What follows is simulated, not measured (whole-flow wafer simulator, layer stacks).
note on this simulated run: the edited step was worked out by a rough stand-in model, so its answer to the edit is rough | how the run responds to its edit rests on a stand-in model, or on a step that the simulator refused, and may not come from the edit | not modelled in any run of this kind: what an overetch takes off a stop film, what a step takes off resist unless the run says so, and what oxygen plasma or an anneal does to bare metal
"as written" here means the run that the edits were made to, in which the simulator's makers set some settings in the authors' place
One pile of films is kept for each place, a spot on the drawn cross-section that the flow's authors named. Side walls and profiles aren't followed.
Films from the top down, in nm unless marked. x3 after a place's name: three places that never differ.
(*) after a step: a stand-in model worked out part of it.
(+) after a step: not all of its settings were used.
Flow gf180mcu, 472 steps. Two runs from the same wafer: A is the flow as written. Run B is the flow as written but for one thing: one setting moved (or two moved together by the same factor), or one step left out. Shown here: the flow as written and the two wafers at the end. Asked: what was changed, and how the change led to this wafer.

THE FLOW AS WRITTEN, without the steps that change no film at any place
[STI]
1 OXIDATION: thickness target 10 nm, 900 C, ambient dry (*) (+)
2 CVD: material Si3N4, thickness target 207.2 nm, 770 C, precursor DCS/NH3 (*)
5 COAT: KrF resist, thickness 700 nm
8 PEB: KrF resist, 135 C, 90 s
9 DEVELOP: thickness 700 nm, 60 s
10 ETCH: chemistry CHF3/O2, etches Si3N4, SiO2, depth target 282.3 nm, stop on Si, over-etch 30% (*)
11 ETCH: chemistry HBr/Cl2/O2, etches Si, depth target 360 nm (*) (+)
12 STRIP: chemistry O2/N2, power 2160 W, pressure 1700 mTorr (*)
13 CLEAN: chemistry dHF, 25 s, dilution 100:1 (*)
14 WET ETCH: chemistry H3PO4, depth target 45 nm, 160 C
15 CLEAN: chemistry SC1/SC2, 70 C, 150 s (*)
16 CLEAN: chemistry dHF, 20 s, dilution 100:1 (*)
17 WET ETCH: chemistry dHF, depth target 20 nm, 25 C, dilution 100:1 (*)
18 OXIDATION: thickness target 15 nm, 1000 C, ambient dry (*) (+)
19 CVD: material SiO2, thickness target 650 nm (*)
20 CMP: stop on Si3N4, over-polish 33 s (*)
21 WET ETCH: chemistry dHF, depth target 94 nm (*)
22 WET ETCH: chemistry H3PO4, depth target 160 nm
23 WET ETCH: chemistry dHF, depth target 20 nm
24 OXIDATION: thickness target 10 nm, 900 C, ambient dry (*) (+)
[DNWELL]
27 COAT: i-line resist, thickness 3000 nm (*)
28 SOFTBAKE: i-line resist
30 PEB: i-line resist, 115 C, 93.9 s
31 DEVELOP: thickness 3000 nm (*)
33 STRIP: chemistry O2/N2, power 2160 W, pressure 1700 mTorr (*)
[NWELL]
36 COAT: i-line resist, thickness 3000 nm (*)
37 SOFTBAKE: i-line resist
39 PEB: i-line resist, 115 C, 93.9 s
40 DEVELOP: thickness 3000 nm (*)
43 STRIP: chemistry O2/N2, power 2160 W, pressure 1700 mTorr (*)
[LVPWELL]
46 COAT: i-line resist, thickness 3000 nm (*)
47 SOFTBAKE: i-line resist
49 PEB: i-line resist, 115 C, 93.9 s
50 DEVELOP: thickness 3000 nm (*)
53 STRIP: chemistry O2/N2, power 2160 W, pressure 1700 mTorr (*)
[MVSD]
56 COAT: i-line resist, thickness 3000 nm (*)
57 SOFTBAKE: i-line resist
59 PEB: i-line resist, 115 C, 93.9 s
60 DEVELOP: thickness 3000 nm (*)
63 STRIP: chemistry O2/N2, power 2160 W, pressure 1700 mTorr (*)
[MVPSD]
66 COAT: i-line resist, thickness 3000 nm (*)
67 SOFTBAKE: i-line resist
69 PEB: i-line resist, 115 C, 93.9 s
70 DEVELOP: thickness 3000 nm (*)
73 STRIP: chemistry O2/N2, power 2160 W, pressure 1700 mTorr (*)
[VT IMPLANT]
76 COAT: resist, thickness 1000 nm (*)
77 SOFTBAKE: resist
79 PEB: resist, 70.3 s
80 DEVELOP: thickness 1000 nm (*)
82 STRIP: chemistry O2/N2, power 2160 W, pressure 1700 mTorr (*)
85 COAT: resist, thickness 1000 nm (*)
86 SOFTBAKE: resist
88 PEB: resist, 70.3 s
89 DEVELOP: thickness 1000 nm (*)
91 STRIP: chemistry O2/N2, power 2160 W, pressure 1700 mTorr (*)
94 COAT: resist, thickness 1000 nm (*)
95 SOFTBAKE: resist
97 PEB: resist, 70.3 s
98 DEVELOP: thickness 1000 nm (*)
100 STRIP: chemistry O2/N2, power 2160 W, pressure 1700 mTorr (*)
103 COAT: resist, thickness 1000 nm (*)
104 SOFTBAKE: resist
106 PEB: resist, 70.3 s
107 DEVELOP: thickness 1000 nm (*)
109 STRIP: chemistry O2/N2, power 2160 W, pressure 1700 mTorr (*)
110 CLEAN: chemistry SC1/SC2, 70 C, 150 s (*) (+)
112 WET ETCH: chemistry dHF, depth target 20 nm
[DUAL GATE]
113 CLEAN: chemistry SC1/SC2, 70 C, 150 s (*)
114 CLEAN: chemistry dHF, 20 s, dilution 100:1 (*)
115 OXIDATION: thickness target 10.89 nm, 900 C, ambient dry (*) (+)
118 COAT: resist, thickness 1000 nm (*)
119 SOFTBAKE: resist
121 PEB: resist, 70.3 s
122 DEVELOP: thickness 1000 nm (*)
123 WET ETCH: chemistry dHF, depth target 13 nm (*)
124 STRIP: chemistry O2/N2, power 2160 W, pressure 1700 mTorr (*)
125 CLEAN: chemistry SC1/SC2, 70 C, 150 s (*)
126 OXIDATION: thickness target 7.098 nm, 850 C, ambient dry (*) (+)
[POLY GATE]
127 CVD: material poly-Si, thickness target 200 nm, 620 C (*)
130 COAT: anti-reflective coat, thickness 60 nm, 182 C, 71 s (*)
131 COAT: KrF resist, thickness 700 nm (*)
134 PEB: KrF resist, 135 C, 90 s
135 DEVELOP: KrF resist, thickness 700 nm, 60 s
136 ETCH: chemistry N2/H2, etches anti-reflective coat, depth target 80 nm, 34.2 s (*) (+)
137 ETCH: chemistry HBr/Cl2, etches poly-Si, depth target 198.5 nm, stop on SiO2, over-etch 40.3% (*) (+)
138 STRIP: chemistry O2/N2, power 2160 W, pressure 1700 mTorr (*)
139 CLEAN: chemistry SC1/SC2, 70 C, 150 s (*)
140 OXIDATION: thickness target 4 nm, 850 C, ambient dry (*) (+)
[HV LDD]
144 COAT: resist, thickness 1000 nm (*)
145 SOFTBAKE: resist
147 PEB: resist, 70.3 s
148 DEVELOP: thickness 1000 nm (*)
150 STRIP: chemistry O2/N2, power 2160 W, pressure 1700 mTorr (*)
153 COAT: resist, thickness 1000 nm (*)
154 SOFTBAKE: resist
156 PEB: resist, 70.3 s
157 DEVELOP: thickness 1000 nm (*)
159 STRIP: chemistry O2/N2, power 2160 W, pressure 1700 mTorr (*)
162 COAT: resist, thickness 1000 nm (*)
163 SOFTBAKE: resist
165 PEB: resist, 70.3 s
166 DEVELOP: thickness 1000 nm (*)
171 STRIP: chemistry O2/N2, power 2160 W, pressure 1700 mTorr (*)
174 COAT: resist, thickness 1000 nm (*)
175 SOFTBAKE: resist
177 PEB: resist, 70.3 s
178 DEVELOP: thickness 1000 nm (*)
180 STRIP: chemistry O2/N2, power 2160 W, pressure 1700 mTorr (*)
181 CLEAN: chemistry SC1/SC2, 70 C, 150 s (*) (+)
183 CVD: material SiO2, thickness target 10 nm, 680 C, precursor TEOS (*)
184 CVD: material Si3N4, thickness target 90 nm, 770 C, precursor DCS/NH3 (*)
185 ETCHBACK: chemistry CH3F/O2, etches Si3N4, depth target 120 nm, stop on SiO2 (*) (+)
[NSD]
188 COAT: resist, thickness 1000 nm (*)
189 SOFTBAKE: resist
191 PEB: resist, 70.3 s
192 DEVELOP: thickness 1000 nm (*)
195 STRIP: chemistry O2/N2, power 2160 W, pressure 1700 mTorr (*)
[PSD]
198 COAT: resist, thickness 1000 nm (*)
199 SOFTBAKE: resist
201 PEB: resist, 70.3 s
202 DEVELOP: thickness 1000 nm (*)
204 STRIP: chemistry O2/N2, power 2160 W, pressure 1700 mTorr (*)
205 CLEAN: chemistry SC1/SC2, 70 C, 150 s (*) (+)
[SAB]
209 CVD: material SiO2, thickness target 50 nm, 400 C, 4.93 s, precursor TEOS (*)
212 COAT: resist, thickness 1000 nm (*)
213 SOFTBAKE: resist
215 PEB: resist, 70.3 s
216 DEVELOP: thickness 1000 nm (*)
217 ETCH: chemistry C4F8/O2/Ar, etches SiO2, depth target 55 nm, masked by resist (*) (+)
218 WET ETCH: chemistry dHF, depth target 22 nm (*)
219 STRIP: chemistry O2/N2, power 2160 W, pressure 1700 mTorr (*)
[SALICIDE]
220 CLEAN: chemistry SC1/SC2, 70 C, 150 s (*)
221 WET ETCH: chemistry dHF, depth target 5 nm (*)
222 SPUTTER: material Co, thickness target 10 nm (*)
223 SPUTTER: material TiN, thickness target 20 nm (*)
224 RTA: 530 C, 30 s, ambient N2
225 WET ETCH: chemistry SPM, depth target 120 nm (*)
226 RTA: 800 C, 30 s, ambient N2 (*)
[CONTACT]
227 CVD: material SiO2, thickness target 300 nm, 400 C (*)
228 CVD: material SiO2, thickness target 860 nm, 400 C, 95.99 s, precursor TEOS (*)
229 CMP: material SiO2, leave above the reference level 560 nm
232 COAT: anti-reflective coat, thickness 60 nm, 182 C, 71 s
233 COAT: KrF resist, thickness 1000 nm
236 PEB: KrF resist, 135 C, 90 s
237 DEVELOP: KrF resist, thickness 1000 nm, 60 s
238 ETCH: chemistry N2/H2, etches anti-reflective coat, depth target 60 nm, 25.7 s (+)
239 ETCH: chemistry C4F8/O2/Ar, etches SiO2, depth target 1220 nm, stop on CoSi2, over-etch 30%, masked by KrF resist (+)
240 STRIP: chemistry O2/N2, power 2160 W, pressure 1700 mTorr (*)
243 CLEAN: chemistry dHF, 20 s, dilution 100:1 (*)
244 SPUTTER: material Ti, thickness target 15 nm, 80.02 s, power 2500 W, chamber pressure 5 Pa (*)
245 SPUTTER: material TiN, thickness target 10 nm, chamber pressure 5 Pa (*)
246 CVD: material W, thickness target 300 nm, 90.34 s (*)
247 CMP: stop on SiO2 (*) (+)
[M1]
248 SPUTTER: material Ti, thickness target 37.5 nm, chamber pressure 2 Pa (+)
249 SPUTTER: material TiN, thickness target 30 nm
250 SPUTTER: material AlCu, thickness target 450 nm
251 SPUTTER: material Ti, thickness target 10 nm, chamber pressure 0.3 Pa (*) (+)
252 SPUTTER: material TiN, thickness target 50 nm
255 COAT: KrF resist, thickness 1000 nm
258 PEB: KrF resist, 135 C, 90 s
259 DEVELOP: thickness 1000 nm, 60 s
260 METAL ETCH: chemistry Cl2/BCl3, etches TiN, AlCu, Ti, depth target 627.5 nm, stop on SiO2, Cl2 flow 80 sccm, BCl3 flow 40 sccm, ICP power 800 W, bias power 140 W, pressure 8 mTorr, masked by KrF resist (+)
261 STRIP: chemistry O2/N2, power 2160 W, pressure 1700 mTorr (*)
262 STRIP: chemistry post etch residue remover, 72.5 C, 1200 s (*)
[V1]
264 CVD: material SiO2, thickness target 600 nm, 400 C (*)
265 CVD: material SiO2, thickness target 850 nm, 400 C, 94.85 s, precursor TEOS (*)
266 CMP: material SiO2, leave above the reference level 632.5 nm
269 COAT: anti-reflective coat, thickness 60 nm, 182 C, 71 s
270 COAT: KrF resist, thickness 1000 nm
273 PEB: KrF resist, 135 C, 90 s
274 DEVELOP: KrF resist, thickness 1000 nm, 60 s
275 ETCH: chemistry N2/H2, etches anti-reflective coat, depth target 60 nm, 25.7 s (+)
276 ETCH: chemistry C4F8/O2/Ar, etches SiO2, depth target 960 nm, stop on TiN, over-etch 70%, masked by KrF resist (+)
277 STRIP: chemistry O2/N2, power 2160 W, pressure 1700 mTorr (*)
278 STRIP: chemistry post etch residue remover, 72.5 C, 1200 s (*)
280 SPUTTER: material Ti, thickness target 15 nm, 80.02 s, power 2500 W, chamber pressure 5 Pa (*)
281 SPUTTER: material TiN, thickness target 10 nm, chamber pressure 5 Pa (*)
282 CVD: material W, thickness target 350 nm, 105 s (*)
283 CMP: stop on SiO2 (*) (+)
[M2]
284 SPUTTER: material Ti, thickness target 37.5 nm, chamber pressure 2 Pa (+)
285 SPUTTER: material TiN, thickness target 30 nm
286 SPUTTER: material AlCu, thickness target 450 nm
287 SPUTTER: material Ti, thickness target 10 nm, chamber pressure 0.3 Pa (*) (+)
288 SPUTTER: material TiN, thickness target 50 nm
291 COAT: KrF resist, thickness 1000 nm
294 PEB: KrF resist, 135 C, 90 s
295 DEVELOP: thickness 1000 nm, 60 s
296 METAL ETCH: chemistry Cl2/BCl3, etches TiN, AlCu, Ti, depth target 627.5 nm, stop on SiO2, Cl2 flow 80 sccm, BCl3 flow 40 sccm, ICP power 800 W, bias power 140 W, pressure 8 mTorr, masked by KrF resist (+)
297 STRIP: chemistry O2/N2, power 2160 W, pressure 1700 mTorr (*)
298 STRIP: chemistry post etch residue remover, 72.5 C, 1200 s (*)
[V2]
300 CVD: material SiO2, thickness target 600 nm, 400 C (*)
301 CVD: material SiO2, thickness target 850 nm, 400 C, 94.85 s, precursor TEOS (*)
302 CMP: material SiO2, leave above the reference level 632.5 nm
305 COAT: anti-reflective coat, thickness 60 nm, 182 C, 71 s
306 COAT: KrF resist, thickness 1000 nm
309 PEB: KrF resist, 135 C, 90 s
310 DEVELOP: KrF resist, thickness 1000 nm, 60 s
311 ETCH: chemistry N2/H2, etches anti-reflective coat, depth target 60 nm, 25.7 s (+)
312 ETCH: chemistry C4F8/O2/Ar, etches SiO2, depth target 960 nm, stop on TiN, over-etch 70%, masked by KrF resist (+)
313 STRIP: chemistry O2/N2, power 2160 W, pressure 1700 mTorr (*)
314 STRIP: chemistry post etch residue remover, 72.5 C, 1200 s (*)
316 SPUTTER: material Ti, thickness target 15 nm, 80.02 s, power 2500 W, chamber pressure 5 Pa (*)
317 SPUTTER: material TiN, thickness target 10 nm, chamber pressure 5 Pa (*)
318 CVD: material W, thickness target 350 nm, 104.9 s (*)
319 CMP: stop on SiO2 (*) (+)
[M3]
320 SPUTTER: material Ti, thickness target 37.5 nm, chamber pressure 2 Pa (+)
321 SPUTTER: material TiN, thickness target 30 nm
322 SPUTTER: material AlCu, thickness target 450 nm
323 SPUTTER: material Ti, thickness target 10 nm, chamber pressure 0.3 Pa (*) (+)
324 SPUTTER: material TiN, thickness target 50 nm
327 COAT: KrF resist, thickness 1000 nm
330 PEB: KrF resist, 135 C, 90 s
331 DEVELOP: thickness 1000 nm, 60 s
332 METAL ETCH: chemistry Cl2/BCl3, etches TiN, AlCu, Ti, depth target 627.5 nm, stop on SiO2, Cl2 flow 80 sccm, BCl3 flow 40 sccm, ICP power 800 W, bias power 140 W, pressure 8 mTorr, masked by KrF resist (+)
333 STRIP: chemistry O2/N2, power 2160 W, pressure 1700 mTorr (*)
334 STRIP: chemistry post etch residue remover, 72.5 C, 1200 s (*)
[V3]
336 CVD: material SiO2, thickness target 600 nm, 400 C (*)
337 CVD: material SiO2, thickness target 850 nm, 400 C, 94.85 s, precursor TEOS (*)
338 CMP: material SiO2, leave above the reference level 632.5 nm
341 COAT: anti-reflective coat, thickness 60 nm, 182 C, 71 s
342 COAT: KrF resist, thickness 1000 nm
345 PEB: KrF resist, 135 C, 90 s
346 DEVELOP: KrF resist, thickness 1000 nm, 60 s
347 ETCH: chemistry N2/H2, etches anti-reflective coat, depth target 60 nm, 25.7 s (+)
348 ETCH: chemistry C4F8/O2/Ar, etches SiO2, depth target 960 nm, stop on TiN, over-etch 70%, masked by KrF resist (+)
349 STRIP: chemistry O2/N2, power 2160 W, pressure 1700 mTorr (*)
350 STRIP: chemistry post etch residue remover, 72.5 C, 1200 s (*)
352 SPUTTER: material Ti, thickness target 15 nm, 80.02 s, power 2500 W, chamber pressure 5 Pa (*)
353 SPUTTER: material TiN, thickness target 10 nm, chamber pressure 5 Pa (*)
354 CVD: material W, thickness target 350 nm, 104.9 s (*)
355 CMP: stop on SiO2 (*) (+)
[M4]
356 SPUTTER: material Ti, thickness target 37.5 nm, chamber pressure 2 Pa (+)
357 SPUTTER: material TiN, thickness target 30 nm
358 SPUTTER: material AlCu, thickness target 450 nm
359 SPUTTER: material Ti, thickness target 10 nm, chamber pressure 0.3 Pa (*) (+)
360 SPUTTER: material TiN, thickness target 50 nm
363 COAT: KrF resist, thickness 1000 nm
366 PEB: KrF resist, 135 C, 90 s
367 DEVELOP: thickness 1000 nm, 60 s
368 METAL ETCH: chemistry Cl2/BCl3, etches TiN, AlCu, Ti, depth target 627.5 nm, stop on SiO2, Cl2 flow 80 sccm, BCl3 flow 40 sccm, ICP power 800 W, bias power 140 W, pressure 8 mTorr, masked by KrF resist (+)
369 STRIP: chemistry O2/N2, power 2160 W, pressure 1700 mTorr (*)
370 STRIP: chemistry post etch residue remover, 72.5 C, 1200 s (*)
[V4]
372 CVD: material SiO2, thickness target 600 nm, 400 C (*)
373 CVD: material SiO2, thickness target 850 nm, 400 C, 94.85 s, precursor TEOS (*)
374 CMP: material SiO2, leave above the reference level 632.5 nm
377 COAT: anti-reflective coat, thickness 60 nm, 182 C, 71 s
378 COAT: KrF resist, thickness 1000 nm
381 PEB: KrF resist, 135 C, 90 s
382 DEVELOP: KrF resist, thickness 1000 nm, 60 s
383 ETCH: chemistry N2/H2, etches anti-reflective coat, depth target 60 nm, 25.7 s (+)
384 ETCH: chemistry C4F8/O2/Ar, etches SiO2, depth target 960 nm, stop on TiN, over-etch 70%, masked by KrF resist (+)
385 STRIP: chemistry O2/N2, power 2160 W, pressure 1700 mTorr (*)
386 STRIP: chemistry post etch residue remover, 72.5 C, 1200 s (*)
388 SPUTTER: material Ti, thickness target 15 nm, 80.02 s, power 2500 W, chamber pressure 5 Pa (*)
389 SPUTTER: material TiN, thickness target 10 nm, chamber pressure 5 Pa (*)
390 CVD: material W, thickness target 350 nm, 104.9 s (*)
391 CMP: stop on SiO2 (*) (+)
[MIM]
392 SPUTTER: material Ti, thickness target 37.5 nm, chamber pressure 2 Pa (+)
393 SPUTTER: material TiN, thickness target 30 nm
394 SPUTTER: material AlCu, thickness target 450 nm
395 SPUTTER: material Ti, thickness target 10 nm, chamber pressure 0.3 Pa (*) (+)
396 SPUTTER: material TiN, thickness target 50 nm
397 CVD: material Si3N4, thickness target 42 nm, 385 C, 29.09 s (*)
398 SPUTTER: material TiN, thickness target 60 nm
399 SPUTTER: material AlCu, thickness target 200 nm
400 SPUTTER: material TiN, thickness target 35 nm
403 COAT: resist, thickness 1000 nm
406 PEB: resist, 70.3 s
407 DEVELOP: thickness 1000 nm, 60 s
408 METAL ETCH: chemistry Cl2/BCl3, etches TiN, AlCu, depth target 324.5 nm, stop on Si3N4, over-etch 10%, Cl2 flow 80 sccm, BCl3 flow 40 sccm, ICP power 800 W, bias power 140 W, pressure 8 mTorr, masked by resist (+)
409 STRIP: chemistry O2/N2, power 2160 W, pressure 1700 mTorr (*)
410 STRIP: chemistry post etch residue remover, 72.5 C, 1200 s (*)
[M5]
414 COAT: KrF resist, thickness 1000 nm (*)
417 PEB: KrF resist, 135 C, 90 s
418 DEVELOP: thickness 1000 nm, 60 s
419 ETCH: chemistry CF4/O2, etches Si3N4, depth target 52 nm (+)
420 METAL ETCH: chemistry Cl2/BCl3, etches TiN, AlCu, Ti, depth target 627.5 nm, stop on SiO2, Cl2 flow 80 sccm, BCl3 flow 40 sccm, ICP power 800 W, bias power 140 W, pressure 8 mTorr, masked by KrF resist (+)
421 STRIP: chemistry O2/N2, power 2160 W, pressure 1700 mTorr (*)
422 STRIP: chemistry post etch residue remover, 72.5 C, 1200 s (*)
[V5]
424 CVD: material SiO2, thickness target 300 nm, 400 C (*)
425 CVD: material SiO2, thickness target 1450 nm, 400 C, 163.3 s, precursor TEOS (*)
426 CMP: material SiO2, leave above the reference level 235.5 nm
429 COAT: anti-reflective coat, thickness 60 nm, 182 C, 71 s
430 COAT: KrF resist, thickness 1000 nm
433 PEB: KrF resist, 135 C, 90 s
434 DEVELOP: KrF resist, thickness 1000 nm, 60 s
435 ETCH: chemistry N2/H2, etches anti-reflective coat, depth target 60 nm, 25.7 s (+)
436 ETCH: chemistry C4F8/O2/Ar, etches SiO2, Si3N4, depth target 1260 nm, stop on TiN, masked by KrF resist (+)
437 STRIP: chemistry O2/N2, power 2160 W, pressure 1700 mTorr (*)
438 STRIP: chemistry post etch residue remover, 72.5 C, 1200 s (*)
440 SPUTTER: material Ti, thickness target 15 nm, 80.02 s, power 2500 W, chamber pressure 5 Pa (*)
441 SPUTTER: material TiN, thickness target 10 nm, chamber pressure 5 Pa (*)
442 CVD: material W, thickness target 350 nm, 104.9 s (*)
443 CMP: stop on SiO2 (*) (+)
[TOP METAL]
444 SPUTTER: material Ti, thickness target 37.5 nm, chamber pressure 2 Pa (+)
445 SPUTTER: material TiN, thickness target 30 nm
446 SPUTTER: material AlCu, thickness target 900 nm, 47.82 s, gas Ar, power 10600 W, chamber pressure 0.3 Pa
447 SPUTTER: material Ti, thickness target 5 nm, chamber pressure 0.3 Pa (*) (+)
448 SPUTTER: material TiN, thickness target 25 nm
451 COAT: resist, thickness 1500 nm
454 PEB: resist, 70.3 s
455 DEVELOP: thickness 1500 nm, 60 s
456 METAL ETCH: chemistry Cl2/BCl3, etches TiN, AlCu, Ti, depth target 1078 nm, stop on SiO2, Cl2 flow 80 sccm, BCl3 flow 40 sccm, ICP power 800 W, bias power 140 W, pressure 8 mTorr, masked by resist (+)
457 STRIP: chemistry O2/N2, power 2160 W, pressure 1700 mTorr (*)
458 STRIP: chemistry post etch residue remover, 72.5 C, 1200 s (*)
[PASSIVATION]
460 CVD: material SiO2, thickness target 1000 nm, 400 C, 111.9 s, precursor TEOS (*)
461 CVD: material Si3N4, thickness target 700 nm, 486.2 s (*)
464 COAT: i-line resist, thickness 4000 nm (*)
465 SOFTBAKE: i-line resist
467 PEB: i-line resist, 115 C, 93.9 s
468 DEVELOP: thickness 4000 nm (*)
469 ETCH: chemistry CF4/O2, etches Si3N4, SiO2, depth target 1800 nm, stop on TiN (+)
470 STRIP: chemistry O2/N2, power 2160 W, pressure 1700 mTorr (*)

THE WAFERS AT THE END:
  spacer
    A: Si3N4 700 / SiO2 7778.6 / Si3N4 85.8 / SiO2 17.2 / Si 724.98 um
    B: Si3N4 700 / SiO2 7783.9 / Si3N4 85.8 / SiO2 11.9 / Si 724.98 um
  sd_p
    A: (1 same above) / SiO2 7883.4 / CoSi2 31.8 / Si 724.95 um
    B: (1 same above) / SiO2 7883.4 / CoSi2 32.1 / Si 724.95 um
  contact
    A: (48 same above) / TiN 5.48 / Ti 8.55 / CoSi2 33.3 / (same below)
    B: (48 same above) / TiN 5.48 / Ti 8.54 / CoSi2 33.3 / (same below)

The cause: step 183, CVD: thickness target 4.7 nm was run, where the flow has thickness target 10 nm.

How the change led to this, step by step:
  183 CVD: material SiO2, thickness target 10 nm, 680 C, precursor TEOS (*)
      field, field__w1, field__w2 and 99 more: A SiO2 +10 | B SiO2 +4.7
      ld_drift_p: A SiO2 +9.87 | B SiO2 +4.64
      (and at 1 more place)
  189 SOFTBAKE: resist
      field: A resist +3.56 | B resist -0.36
      active_hv: A resist +2.68 | B resist -0.53
  199 SOFTBAKE: resist
      field: A resist +3.56 | B resist -0.36
      active_hv: A resist +2.68 | B resist -0.53
  217 ETCH: chemistry C4F8/O2/Ar, etches SiO2, depth target 55 nm, masked by resist (*) (+)
      gate, gate_hv, gate_p and 23 more: A SiO2 -55 | B SiO2 -55.2 (all of it)
  218 WET ETCH: chemistry dHF, depth target 22 nm (*)
      gate, gate_hv, gate_p and 23 more: A SiO2 -5.48 (all of it) | B nothing
      active, p_well, sd_n, iso_ptap_pw, iso_ntap_nw, iso_ptap_sub, vpnp_e: A SiO2 -9.01 (all of it) | B SiO2 -3.71 (all of it)
      (and at 16 more places)
  229 CMP: material SiO2, leave above the reference level 560 nm
      field_sub, field_sub__w2: A SiO2 -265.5 | B SiO2 -259.8
      field__w2: A SiO2 -250 | B SiO2 -243.5
      (and at 10 more places)
